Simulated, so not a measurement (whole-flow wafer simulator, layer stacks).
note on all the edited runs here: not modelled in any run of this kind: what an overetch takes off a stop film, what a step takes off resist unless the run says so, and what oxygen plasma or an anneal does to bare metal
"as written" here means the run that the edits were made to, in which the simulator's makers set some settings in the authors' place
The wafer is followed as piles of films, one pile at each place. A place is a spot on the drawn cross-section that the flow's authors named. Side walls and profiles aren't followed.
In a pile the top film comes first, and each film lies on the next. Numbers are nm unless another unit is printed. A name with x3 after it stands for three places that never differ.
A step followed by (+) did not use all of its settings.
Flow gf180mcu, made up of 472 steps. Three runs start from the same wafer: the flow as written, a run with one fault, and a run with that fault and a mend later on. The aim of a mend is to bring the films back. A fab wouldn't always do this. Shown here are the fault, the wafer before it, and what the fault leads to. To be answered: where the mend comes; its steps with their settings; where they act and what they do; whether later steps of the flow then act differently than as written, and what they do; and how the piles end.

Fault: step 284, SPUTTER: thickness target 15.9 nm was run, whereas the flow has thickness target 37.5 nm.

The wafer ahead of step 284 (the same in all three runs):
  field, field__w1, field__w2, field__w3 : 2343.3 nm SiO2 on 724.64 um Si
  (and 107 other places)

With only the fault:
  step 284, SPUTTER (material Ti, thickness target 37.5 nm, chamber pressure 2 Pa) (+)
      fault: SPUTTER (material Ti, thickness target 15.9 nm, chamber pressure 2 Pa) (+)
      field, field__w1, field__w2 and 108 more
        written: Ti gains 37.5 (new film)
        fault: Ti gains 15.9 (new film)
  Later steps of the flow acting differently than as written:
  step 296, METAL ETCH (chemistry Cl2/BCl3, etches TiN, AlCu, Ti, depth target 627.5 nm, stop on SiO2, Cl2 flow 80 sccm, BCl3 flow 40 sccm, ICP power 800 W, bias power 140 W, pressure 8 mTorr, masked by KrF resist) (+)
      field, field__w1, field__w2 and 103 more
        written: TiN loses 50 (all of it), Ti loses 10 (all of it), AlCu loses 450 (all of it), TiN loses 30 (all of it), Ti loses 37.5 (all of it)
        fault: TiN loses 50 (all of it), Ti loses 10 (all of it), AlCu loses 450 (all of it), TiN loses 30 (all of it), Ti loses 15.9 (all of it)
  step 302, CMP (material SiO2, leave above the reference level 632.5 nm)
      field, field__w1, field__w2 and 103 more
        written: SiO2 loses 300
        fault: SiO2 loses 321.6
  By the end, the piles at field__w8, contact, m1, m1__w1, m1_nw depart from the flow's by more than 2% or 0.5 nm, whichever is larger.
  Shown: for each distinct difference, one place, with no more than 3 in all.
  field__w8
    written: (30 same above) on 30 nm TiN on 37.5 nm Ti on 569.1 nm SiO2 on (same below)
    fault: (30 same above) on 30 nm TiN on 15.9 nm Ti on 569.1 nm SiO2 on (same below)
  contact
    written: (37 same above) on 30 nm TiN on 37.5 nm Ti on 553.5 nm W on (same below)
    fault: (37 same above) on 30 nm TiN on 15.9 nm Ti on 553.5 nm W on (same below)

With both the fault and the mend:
  The mend stands after step 284.
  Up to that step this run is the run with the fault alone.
  step 284a, SPUTTER (material Ti, thickness target 21.6 nm, chamber pressure 2 Pa) (+) (the flow's step 284 again, with other settings)
      field, field__w1, field__w2 and 108 more
        Ti gains 21.6
  None of the later steps of the flow acts differently than as written at any place that is followed.
  At every place that both follow, the piles at the end match the flow's.
